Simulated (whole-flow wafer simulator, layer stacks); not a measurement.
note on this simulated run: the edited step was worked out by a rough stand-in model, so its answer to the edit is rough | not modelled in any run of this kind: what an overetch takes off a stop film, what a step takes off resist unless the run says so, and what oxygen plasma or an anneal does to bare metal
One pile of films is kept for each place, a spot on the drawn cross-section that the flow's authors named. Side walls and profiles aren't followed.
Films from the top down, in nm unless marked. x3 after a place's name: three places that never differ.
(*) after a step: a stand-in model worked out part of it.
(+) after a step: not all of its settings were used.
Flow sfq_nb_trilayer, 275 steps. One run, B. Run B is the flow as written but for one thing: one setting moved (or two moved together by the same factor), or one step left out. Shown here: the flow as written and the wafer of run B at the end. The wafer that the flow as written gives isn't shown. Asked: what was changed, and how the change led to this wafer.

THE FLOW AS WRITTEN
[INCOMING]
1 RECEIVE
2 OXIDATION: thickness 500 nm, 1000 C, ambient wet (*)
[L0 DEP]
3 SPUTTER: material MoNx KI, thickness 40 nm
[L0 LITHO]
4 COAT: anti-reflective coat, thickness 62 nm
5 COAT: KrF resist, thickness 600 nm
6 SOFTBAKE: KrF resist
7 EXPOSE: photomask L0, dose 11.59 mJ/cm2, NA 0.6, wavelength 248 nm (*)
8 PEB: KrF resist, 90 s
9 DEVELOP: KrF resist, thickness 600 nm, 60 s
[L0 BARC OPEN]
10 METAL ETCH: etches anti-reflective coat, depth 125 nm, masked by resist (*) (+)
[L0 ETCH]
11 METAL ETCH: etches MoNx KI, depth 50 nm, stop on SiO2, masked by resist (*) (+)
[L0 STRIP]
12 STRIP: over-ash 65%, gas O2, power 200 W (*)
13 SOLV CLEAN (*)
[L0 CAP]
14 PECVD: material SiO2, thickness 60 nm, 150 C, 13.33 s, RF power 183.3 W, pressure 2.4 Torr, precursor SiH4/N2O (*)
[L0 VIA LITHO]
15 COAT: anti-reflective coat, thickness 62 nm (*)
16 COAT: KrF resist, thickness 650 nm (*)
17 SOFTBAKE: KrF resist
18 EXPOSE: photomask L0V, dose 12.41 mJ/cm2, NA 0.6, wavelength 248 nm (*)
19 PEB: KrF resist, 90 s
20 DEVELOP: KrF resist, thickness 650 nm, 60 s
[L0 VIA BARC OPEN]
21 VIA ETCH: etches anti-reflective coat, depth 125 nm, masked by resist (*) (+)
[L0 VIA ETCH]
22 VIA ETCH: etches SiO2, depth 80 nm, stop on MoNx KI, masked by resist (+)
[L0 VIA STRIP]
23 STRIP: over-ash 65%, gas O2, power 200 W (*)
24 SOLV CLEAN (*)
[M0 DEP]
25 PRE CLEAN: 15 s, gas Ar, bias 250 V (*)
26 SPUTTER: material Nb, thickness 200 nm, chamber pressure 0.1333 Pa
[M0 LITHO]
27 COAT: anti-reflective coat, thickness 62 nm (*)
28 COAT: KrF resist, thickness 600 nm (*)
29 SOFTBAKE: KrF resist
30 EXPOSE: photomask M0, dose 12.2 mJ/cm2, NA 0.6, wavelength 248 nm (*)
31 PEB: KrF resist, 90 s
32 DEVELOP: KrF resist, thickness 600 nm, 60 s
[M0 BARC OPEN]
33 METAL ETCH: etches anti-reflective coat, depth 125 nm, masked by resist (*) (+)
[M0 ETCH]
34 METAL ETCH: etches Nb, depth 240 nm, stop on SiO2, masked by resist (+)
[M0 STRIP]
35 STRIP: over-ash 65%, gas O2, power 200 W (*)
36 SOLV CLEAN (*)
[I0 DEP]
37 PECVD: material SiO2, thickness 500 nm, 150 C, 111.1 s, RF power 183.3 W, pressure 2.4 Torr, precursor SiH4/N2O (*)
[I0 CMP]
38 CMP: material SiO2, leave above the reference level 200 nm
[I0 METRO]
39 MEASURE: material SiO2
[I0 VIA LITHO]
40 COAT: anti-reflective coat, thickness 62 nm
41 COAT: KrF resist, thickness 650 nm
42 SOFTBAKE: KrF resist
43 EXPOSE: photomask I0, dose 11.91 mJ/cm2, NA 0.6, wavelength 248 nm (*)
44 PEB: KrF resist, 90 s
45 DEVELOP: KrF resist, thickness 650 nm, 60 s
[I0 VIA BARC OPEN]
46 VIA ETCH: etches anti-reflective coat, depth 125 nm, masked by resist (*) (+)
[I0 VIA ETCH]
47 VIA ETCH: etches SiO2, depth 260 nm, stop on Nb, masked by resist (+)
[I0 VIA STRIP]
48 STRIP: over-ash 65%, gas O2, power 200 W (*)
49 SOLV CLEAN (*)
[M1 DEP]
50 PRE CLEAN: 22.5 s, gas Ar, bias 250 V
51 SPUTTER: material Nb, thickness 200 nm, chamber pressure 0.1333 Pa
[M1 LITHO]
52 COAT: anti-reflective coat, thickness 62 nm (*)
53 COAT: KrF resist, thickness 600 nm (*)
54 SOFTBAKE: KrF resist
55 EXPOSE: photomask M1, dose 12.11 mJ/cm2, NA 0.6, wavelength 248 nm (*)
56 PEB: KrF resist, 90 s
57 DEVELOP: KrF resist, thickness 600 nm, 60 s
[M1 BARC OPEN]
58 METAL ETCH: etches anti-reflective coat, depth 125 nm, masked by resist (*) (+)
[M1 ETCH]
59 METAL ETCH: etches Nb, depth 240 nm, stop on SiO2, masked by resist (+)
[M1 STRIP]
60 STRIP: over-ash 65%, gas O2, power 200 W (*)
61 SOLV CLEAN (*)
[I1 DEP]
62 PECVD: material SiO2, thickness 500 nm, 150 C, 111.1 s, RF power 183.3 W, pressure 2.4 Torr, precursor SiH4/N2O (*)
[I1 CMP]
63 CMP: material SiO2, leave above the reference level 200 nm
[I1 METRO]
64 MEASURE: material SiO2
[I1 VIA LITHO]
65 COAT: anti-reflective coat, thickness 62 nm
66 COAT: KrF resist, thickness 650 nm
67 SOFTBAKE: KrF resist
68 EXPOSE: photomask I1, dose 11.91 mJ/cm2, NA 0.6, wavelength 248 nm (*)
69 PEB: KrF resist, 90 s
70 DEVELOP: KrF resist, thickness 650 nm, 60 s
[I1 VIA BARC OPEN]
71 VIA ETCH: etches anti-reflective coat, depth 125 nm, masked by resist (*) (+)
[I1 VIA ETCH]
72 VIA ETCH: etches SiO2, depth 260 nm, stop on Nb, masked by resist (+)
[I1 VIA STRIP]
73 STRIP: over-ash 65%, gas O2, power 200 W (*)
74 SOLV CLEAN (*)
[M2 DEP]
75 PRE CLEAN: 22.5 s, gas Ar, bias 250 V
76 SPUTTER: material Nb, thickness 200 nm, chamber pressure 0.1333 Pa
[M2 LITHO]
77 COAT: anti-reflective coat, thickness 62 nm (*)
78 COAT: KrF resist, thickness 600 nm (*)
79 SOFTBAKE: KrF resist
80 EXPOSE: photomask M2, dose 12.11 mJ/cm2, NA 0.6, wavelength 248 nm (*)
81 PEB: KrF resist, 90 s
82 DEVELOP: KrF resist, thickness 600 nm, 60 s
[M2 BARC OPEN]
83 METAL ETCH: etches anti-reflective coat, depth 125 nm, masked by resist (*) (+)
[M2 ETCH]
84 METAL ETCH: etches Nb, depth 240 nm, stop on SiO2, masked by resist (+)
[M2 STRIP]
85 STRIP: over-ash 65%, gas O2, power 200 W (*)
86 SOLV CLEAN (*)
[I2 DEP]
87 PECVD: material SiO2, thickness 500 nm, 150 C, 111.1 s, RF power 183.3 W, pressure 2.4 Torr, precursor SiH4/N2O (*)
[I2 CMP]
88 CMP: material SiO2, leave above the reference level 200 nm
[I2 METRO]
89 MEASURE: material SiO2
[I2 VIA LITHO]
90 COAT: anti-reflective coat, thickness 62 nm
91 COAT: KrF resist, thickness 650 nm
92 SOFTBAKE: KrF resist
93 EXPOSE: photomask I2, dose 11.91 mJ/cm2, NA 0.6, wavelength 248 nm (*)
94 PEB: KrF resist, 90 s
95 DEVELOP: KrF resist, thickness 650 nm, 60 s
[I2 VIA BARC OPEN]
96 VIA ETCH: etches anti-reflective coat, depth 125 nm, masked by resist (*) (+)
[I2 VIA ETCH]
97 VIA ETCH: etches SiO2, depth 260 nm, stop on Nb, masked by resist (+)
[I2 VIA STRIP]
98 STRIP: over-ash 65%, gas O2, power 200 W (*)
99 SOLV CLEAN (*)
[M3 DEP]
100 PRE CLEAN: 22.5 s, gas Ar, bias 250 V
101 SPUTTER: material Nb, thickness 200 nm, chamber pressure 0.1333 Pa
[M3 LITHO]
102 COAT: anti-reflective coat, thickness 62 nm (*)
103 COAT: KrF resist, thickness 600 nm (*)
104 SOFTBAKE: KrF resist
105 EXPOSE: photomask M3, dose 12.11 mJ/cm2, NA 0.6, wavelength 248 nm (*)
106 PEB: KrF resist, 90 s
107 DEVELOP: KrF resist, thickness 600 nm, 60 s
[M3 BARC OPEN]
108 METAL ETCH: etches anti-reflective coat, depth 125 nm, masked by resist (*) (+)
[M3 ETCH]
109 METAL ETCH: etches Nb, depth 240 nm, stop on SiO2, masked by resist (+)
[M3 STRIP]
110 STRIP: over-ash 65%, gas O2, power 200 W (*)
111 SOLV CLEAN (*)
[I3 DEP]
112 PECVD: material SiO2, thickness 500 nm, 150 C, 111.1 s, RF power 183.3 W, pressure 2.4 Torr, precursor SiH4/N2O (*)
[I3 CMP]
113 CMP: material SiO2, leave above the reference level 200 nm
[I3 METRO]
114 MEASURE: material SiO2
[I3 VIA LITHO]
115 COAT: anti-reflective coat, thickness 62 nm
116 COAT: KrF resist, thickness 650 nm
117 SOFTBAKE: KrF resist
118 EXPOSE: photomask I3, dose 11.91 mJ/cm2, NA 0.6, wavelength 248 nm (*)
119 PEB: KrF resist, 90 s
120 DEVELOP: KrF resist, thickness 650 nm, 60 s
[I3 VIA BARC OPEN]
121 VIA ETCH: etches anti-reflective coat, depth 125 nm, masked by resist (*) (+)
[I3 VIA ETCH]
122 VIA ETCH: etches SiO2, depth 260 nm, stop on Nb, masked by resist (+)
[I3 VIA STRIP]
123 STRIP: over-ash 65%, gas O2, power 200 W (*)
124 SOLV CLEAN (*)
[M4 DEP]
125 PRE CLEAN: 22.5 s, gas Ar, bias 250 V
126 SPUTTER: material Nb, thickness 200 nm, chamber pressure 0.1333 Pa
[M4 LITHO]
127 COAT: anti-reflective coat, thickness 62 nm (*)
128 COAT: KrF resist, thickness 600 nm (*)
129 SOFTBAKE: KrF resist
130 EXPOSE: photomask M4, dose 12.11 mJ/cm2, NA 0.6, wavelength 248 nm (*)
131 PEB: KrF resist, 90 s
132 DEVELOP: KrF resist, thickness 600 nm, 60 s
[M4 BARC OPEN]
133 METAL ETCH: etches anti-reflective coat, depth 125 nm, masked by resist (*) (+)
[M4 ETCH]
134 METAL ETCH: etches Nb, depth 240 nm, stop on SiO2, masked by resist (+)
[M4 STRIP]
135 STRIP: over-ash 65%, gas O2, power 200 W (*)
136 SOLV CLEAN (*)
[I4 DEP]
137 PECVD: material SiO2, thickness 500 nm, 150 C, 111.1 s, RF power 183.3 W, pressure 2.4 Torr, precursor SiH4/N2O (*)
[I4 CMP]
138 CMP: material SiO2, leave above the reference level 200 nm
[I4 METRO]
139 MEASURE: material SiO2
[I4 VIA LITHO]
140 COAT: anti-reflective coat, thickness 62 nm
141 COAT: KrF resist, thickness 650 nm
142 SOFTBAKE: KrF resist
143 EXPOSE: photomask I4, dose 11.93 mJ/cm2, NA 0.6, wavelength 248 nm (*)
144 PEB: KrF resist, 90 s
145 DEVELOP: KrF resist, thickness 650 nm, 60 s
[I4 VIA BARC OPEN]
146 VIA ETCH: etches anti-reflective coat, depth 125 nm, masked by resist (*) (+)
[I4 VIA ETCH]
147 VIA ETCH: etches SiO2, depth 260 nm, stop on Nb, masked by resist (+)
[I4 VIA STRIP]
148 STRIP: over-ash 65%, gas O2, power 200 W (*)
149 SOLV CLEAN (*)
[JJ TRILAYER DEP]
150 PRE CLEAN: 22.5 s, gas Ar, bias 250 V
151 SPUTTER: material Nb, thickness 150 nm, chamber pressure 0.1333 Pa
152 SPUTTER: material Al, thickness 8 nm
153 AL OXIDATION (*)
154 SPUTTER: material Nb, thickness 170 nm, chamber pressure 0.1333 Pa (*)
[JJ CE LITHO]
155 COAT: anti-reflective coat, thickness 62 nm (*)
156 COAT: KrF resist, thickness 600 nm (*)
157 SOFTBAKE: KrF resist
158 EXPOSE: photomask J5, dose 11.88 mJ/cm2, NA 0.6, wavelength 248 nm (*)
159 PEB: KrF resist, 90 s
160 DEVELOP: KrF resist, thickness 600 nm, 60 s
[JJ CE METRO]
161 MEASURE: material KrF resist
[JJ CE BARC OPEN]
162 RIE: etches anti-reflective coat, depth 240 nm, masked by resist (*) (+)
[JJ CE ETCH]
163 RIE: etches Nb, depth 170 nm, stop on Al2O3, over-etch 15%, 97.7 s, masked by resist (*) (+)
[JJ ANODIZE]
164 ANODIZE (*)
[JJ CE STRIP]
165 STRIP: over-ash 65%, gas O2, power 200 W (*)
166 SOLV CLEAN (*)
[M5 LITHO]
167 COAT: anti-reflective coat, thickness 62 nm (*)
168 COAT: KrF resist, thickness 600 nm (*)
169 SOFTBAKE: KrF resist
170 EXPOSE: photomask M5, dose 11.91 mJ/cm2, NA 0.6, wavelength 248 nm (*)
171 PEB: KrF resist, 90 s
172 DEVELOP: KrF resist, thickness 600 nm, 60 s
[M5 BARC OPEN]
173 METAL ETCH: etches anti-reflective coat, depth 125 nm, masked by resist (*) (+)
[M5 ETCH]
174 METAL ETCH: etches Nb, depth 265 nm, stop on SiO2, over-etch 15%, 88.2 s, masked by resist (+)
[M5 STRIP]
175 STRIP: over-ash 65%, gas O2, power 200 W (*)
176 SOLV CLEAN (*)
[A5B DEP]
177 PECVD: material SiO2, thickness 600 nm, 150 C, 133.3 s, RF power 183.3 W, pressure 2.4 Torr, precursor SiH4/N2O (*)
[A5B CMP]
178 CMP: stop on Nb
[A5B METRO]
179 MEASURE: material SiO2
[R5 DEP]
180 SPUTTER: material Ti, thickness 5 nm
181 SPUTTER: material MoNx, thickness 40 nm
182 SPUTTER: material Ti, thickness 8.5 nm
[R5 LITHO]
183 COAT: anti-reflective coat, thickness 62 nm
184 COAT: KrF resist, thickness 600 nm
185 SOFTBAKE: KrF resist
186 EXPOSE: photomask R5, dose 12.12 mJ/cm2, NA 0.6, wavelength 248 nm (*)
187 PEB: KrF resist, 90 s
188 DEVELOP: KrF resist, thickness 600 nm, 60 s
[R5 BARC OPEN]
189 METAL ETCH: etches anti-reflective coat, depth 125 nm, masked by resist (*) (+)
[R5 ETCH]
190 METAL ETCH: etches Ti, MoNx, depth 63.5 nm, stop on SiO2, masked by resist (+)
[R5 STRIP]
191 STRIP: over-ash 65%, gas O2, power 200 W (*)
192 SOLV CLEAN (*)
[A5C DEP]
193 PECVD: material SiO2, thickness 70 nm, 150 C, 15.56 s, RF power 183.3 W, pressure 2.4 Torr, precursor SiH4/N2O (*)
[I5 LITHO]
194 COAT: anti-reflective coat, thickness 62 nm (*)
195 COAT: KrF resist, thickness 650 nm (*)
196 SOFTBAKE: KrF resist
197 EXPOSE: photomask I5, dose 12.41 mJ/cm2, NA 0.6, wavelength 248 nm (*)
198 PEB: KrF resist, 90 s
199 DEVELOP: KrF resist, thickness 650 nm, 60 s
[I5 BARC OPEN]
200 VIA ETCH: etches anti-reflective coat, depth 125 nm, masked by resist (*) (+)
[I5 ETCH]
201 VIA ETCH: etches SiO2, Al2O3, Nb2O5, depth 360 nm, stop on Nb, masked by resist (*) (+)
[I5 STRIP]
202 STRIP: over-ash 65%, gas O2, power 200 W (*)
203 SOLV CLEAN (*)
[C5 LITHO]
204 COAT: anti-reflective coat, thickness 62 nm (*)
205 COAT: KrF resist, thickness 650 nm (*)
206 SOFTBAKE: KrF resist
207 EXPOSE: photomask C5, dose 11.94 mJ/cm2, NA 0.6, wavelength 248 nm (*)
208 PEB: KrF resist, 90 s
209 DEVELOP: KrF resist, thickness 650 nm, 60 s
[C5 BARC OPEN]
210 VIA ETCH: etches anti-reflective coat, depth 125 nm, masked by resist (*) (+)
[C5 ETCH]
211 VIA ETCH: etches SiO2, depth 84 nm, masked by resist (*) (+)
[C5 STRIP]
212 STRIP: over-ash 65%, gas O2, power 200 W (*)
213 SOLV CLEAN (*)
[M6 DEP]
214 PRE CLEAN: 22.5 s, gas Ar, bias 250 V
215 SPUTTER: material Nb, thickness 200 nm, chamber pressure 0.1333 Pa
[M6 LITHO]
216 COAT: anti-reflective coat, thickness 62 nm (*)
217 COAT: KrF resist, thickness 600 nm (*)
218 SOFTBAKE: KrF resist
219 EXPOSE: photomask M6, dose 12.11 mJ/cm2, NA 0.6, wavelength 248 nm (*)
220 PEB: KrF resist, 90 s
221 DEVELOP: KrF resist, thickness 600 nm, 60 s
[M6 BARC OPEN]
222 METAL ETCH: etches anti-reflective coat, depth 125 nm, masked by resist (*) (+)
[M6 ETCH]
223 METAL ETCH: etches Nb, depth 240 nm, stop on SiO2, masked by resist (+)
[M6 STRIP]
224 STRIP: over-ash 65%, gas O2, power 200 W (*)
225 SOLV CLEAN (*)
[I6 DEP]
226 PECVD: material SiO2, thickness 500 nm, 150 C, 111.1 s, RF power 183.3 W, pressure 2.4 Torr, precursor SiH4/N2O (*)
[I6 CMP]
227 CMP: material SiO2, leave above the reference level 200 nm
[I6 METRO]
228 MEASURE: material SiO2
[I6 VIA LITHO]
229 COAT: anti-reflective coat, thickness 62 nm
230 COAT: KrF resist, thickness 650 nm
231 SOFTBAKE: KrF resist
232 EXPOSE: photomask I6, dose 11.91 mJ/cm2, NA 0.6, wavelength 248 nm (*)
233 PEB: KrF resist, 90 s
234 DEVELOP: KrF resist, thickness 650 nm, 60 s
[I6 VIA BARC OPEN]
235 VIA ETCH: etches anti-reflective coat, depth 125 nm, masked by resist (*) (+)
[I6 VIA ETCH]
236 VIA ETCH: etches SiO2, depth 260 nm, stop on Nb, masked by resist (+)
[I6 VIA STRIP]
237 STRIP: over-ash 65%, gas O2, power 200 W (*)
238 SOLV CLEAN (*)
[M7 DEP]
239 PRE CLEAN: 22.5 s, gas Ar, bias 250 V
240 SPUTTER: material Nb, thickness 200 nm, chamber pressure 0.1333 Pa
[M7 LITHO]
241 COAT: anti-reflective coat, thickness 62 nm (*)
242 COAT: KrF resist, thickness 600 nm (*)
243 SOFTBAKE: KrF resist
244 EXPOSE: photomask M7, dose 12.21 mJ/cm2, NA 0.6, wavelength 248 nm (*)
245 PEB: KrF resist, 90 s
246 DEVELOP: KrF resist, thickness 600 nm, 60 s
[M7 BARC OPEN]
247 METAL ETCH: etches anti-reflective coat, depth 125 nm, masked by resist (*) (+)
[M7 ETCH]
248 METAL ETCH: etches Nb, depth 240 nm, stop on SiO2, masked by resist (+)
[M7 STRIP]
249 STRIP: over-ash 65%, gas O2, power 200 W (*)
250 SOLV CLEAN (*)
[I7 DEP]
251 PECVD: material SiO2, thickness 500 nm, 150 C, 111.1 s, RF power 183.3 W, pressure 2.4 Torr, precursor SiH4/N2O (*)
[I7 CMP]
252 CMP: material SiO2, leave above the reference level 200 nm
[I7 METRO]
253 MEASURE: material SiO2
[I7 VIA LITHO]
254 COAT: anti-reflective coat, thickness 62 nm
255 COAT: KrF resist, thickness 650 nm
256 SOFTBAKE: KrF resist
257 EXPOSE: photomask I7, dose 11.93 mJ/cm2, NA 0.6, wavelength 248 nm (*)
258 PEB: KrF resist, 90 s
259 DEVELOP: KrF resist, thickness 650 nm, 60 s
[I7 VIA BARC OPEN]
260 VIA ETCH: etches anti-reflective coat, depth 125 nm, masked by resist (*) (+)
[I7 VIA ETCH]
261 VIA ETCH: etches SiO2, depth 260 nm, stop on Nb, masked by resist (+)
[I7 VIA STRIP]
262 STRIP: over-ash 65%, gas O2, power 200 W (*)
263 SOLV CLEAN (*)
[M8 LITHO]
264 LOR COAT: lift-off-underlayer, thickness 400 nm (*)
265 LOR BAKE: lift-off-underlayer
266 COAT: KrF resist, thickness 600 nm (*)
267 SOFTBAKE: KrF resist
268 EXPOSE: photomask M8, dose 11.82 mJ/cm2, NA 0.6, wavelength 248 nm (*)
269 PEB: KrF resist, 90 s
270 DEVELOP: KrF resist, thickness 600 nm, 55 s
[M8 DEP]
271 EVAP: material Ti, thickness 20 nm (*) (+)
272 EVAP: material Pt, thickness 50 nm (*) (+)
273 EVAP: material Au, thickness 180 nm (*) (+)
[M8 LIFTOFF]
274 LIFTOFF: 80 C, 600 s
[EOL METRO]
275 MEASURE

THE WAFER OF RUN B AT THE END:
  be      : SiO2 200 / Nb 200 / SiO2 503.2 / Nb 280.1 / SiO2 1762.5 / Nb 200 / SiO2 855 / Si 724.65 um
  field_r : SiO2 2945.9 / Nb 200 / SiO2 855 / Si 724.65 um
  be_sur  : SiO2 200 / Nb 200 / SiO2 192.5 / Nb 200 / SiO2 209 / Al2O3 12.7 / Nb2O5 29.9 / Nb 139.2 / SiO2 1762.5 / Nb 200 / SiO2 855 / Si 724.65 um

The cause: step 2, OXIDATION: thickness 800 nm was run, where the flow has thickness 500 nm.

How the change led to this, step by step:
  2 OXIDATION: thickness 500 nm, 1000 C, ambient wet (*)
      field_l, v_sur, via_wl and 103 more: SiO2 +800 (new film), chemical SiO2 -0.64 (all of it), Si -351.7 (as written it would be: SiO2 +500 (new film), chemical SiO2 -0.64 (all of it), Si -219.7)
